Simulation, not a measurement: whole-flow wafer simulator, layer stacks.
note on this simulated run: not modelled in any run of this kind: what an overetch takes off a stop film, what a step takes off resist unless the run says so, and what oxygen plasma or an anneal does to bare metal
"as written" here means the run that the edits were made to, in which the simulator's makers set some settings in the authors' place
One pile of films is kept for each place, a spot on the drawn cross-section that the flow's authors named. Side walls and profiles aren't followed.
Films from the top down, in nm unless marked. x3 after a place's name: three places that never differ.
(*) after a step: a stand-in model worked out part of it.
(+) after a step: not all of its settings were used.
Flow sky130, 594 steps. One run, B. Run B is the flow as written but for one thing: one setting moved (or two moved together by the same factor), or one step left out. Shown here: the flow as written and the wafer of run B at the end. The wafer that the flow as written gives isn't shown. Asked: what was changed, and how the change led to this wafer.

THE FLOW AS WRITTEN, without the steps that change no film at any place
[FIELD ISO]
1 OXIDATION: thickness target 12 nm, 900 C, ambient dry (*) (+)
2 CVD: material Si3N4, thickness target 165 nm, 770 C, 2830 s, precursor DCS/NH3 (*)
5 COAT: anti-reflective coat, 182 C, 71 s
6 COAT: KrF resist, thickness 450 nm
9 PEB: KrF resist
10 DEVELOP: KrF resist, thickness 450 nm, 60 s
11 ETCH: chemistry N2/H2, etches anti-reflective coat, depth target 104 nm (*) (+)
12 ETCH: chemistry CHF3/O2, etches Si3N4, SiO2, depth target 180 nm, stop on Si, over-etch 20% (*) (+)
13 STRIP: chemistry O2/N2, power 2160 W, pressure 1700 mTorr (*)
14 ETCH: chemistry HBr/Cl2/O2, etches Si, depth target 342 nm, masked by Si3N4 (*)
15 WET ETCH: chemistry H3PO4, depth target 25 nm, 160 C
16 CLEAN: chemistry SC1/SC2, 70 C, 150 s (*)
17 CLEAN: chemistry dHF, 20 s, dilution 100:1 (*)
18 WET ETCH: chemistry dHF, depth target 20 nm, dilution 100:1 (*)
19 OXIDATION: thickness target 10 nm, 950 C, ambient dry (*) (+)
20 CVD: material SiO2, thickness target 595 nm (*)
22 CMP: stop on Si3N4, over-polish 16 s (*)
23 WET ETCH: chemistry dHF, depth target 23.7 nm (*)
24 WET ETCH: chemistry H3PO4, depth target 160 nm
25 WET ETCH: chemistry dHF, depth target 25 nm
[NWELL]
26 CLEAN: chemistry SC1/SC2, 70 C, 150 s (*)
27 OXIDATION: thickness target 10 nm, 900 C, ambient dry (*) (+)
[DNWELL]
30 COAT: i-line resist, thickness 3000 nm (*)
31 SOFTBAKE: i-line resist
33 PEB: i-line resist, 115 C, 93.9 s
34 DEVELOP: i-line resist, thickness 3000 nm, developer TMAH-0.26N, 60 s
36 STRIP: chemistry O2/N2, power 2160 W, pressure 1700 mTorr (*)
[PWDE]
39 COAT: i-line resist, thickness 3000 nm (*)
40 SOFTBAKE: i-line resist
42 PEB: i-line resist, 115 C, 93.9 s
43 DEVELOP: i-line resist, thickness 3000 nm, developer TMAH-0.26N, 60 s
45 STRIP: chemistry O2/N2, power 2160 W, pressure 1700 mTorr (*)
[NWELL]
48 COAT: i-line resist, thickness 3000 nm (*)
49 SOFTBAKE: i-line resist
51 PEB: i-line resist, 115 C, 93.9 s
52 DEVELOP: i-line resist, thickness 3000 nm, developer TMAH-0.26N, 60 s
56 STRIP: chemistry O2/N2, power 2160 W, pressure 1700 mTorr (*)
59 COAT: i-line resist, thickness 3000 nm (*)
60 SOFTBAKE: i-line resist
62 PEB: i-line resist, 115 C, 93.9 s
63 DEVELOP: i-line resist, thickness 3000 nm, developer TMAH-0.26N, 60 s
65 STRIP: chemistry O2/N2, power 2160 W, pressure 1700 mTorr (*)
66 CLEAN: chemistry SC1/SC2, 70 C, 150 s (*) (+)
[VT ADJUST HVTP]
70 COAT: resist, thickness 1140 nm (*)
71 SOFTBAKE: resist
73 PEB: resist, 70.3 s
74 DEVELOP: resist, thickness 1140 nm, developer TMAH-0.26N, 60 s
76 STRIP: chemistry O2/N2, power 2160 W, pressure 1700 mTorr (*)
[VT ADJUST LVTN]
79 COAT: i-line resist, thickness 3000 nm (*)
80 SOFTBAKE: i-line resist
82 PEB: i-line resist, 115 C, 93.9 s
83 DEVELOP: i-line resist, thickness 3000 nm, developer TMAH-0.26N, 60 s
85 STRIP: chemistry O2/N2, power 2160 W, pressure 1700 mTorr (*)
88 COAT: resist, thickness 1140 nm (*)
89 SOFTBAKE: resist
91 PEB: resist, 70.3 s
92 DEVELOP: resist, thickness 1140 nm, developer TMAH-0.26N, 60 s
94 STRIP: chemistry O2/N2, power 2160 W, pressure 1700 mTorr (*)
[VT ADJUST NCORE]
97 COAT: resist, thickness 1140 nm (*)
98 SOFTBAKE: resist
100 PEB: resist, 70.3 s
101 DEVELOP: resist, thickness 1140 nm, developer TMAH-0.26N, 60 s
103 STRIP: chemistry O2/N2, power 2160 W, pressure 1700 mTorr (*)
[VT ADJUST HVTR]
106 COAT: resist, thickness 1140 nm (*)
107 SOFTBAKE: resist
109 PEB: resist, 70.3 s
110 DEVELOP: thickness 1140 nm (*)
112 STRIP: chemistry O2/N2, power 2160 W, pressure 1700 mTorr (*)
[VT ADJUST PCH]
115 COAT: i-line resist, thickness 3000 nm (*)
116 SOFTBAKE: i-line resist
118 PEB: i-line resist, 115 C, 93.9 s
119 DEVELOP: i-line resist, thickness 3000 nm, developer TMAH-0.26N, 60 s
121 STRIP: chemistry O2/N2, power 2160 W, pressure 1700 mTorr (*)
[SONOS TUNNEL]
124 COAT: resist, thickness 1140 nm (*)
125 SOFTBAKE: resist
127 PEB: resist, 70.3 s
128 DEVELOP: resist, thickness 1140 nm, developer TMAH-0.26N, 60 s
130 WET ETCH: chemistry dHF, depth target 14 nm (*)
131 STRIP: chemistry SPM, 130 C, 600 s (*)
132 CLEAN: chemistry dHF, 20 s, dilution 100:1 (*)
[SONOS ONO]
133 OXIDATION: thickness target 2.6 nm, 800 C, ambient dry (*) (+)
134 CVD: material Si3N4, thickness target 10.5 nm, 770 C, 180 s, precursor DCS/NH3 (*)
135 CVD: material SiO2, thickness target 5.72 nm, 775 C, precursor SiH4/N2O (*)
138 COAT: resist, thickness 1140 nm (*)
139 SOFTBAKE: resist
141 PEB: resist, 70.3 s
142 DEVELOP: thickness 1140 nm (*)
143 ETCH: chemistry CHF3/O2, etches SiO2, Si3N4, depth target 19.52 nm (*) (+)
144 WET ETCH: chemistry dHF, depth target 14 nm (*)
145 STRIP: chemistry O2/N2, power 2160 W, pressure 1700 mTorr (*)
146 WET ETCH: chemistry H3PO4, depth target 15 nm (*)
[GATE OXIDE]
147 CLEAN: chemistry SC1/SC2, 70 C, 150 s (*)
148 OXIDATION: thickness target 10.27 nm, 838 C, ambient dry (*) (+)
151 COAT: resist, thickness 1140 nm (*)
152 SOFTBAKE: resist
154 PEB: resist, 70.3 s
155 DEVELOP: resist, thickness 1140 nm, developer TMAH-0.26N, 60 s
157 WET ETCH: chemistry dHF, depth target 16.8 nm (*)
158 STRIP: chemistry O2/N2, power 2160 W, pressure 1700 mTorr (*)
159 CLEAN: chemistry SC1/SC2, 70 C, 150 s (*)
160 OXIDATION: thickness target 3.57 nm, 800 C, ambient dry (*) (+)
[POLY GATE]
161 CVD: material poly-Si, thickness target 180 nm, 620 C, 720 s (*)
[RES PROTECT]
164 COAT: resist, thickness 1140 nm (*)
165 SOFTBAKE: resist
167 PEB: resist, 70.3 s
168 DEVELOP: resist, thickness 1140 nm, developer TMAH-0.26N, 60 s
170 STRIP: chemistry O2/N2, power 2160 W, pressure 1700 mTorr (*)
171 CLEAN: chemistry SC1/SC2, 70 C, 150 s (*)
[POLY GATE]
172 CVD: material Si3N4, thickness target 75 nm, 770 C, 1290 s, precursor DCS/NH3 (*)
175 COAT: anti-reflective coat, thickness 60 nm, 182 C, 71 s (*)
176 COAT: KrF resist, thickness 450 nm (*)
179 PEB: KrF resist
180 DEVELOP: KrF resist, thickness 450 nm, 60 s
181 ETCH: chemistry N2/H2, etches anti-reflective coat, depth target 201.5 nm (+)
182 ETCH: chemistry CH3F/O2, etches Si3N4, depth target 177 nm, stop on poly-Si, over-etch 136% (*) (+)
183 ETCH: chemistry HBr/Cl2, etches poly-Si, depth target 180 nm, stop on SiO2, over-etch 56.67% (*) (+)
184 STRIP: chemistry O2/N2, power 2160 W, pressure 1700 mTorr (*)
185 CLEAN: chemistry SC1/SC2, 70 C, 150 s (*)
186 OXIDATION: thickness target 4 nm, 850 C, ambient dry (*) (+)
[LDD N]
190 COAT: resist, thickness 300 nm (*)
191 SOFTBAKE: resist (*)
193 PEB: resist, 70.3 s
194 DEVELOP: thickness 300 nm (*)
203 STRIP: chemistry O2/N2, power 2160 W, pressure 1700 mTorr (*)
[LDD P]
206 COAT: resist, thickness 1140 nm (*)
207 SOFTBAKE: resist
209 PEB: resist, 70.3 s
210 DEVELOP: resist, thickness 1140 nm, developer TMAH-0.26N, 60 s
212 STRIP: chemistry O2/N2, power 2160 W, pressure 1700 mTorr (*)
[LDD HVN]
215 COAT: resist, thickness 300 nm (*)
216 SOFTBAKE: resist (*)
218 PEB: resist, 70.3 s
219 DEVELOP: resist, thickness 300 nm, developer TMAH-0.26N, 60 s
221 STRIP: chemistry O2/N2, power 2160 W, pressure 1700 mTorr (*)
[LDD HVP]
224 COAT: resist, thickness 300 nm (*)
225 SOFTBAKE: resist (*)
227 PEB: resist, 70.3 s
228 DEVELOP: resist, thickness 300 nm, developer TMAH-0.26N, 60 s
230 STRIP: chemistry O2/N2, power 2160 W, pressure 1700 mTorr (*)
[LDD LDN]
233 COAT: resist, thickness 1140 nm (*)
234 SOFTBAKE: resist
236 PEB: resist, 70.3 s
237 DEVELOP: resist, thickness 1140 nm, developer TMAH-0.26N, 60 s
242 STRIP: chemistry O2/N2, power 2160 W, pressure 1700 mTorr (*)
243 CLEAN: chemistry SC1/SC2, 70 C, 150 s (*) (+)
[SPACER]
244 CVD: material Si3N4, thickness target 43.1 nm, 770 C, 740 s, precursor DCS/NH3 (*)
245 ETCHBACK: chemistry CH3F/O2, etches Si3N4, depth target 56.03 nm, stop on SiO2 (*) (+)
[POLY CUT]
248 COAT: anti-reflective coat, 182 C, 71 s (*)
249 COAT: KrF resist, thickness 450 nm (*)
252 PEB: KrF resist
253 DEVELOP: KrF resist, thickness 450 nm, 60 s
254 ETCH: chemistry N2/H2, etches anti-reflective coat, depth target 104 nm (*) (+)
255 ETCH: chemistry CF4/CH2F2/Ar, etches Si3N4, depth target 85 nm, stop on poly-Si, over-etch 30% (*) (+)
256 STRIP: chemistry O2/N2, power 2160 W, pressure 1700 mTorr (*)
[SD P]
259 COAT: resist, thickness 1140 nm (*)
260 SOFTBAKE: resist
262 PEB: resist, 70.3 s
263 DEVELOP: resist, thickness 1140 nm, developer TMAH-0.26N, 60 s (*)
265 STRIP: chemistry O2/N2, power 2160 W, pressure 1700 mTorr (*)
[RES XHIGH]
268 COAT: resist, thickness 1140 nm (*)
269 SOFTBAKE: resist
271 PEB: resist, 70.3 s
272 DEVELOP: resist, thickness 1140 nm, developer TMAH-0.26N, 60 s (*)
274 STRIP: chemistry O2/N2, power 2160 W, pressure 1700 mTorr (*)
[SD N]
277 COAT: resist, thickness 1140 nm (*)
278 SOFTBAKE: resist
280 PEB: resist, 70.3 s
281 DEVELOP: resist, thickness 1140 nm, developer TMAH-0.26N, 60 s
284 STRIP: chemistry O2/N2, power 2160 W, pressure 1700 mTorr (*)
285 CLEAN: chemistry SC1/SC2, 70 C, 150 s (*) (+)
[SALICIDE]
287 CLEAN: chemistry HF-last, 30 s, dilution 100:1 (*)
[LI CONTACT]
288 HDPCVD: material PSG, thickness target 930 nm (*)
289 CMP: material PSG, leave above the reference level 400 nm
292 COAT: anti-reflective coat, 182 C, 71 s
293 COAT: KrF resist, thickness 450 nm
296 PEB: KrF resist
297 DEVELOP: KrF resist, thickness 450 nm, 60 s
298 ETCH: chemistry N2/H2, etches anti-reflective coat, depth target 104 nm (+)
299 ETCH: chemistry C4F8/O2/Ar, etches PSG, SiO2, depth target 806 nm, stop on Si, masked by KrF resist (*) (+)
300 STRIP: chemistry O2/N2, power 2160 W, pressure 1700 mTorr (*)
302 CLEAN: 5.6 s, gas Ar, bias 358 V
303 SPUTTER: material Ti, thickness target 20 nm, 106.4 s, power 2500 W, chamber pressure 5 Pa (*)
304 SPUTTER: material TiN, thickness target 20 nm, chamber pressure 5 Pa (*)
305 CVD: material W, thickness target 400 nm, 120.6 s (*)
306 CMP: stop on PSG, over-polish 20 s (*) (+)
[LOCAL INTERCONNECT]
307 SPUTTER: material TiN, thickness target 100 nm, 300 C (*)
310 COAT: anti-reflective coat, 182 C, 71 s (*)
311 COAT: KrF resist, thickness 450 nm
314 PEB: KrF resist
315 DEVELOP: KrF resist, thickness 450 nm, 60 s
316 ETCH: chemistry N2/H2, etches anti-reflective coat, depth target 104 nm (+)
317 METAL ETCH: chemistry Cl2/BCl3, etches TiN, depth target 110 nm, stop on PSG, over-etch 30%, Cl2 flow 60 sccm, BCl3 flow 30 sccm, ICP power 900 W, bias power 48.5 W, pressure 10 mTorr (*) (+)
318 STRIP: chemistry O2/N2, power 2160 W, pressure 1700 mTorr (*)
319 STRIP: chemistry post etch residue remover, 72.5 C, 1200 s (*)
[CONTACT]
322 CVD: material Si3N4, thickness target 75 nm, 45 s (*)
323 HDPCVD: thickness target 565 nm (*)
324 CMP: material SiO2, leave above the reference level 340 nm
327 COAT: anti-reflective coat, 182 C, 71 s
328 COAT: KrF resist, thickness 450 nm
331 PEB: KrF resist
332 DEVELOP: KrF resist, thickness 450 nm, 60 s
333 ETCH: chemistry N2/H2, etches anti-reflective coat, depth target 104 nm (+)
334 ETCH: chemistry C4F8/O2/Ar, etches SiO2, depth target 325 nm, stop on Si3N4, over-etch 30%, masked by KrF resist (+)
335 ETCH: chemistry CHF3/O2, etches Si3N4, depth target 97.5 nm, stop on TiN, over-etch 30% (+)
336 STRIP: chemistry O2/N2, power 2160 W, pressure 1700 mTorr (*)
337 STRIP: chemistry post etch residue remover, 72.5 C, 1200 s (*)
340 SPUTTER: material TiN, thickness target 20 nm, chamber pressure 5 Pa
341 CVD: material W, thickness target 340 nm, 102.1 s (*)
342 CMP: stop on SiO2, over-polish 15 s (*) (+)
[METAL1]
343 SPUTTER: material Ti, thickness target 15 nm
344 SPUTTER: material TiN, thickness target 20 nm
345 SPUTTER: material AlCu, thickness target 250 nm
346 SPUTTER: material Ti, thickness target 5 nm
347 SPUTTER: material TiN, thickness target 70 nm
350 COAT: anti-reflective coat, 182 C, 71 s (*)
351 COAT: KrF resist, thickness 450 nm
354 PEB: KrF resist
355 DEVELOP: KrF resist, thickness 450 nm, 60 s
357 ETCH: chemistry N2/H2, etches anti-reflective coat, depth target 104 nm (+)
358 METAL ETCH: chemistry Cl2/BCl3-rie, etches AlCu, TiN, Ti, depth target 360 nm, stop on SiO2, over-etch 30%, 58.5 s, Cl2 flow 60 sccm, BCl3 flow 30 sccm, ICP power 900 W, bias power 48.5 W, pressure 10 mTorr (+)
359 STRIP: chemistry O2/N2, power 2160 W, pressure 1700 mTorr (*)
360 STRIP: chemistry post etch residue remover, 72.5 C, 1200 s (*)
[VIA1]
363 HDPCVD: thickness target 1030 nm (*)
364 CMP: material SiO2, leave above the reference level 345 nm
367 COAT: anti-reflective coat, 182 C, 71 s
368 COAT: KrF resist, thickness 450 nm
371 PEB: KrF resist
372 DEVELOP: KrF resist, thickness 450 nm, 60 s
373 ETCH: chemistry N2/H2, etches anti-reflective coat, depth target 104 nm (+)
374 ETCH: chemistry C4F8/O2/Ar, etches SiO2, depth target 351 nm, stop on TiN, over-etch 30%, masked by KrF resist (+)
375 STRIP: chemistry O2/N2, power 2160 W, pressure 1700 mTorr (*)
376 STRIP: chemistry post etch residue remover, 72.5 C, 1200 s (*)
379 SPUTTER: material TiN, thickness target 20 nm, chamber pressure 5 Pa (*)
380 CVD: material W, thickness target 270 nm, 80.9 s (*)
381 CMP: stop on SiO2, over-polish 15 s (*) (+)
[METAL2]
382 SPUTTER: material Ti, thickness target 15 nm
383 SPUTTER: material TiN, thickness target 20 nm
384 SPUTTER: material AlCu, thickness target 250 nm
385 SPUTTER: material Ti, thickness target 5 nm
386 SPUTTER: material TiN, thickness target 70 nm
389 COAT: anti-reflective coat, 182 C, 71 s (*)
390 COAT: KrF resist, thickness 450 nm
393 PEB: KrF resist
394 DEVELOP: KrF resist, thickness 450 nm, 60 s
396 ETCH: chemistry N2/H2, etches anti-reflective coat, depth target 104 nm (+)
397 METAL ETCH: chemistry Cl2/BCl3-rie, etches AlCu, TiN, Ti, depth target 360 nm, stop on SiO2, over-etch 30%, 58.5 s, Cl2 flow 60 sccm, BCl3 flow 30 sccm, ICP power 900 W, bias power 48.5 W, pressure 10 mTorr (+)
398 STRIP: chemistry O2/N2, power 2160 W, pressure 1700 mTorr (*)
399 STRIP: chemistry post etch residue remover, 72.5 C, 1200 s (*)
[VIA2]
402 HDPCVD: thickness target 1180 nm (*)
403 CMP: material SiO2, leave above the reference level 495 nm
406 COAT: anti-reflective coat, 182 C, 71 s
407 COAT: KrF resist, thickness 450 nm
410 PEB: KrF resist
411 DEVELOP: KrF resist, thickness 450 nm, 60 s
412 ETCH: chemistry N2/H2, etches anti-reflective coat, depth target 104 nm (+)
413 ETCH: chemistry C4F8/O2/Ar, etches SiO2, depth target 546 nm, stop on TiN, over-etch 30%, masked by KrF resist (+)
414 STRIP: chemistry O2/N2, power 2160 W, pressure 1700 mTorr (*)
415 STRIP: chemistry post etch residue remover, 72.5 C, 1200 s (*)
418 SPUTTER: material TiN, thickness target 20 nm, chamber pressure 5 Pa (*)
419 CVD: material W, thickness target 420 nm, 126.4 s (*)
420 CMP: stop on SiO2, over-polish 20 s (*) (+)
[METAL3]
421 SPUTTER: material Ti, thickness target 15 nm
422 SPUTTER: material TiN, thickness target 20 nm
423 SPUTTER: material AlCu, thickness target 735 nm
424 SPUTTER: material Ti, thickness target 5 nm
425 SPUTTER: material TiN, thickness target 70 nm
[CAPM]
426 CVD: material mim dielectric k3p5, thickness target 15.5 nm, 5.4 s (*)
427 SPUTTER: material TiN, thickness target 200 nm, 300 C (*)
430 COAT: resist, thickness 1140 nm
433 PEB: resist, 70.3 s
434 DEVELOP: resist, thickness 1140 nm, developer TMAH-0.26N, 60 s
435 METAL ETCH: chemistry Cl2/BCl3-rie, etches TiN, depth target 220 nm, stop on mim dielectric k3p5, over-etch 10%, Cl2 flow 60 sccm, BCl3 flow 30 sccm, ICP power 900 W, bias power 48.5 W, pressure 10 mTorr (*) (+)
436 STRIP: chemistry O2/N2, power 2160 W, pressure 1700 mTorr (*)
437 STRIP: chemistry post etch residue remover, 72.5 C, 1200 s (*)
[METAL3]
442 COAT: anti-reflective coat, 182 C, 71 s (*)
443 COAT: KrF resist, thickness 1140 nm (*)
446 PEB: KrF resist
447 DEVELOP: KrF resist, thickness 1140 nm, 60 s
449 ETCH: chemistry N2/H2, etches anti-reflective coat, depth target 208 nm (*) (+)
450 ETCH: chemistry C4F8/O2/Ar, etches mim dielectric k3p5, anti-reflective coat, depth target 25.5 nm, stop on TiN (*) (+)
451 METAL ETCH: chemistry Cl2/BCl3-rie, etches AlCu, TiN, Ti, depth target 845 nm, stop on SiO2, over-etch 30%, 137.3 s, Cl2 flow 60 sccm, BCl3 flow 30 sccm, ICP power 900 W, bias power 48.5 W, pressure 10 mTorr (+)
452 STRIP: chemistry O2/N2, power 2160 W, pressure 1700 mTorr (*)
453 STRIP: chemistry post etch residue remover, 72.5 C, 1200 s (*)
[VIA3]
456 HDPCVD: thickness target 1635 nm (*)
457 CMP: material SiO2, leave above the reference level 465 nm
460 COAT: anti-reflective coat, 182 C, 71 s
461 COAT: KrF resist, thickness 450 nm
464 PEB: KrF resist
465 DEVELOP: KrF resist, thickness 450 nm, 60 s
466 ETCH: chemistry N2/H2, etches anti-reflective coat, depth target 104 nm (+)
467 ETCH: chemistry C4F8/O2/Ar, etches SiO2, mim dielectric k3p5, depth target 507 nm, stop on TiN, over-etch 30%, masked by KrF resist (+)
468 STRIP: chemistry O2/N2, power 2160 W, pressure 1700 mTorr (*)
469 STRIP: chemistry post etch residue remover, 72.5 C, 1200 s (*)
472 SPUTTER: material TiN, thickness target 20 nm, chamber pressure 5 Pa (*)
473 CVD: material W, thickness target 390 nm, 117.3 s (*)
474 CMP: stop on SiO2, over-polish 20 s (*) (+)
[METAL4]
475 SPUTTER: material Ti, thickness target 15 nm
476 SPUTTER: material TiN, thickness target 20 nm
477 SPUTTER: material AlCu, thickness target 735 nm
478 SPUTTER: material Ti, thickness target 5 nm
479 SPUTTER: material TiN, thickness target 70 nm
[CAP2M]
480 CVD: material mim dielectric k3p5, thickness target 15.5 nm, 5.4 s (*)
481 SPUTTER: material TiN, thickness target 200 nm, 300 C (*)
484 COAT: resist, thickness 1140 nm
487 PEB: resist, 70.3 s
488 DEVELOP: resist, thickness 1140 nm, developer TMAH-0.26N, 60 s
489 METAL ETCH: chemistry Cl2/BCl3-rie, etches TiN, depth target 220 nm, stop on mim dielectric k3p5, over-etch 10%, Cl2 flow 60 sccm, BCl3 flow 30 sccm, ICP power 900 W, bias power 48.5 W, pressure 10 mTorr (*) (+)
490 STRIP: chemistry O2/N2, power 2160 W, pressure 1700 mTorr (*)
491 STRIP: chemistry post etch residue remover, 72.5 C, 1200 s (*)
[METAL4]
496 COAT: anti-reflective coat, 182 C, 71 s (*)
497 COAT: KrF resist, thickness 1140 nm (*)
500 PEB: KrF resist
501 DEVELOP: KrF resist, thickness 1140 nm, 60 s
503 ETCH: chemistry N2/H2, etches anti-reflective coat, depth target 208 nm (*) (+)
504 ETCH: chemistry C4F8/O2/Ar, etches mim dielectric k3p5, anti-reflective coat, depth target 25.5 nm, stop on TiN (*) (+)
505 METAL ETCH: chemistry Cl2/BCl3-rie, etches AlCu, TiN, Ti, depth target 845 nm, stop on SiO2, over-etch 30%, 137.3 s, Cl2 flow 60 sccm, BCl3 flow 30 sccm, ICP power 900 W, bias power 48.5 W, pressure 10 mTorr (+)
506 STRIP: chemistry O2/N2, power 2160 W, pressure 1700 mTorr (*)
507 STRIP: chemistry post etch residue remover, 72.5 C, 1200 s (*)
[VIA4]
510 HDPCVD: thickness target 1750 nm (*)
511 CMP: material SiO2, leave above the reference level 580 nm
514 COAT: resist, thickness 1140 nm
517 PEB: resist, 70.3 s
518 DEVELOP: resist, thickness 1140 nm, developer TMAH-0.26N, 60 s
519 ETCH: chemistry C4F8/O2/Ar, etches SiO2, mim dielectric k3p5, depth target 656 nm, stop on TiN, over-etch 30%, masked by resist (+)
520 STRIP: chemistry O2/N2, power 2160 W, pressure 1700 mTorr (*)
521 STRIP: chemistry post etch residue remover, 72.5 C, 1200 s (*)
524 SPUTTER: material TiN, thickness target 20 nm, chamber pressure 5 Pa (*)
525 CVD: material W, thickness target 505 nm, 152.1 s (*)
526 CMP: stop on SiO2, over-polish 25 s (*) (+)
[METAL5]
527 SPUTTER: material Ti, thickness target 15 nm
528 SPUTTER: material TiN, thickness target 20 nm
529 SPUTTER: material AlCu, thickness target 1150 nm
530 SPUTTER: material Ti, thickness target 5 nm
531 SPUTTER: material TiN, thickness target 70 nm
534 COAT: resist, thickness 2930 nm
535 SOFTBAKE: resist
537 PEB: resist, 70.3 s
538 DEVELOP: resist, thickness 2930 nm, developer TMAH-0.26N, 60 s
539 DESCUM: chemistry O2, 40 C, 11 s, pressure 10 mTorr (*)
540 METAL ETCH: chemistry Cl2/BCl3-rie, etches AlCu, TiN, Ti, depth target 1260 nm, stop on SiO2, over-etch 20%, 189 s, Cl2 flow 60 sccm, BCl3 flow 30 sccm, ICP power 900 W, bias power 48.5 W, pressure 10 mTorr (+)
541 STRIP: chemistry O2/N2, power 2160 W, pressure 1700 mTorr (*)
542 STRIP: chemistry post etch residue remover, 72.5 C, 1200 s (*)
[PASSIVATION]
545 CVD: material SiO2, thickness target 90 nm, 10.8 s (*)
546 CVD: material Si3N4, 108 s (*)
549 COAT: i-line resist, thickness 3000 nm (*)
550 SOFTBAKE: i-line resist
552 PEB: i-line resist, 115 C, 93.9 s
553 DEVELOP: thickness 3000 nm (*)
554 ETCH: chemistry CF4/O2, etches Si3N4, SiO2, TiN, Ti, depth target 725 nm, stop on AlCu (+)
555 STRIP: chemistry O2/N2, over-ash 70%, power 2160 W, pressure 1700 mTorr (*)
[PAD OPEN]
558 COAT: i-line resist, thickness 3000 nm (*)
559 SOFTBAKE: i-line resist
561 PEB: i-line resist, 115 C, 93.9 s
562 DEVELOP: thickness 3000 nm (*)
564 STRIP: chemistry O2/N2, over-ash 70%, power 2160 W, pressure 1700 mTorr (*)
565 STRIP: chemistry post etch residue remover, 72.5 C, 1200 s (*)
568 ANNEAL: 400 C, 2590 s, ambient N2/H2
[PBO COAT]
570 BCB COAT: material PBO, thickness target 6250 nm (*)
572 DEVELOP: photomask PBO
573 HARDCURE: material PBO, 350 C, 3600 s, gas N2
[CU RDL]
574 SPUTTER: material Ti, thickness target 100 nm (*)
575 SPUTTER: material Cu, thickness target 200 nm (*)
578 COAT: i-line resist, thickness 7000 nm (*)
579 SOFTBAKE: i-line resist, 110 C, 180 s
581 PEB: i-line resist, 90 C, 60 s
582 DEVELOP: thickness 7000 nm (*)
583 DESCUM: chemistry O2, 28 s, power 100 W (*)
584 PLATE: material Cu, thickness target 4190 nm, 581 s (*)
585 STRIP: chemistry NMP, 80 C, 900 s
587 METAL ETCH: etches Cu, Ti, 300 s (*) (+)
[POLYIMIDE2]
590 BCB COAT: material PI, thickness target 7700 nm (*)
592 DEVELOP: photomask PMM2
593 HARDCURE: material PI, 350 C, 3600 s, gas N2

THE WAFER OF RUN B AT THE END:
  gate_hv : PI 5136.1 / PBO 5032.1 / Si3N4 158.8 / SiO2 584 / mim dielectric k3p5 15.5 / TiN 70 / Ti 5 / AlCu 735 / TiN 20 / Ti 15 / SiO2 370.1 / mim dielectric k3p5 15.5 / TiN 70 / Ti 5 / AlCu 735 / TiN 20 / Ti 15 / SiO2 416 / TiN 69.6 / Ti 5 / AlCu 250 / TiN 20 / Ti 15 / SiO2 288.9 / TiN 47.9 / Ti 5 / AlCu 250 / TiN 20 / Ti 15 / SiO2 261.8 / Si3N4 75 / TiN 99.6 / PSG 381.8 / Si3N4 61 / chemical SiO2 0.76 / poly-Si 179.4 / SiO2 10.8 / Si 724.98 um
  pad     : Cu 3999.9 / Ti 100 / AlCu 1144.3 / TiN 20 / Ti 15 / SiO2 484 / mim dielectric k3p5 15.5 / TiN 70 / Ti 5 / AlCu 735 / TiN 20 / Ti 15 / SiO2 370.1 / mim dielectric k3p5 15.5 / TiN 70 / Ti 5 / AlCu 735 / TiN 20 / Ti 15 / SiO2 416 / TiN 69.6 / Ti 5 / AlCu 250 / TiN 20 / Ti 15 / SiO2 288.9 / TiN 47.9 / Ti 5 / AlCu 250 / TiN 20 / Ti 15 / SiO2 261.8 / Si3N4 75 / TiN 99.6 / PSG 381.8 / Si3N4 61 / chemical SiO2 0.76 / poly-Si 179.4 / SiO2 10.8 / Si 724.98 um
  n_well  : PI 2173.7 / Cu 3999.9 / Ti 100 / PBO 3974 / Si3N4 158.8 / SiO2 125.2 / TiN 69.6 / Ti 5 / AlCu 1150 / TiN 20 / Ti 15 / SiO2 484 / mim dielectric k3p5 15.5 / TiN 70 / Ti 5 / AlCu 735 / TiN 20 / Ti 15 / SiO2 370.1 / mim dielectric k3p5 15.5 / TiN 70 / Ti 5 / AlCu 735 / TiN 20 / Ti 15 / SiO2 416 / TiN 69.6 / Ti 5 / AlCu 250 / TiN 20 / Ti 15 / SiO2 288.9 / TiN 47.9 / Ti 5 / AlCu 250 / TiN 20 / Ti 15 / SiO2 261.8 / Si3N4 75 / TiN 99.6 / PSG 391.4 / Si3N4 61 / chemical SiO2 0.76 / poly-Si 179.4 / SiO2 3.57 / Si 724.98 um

The cause: step 347, SPUTTER: thickness target 48.3 nm was run, where the flow has thickness target 70 nm.

How the change led to this, step by step:
  347 SPUTTER: material TiN, thickness target 70 nm
      field, active, n_well and 188 more: TiN +48.3 (new film) (as written it would be: TiN +70 (new film))
  358 METAL ETCH: chemistry Cl2/BCl3-rie, etches AlCu, TiN, Ti, depth target 360 nm, stop on SiO2, over-etch 30%, 58.5 s, Cl2 flow 60 sccm, BCl3 flow 30 sccm, ICP power 900 W, bias power 48.5 W, pressure 10 mTorr (+)
      field, active, gate and 81 more: TiN -47 (all of it), Ti -5 (all of it), AlCu -250 (all of it), TiN -20 (all of it), Ti -15 (all of it), SiO2 -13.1 (as written it would be: TiN -68.7 (all of it), Ti -5 (all of it), AlCu -250 (all of it), TiN -20 (all of it), Ti -15 (all of it), SiO2 -10.9)
  364 CMP: material SiO2, leave above the reference level 345 nm
      n_well, p_well, gate_hv and 100 more: SiO2 -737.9 (as written it would be: SiO2 -759.6)
      poly_licon, ndiff_licon, ndiff_licon_cpp, rpo_hd_licon: SiO2 -737.3 (as written it would be: SiO2 -759)
  374 ETCH: chemistry C4F8/O2/Ar, etches SiO2, depth target 351 nm, stop on TiN, over-etch 30%, masked by KrF resist (+)
      m1, via1_hole: SiO2 -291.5 (all of it) (as written it would be: SiO2 -269.8 (all of it))
  380 CVD: material W, thickness target 270 nm, 80.9 s (*)
      m1, via1_hole: W +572 (new film) (as written it would be: W +549.9 (new film))
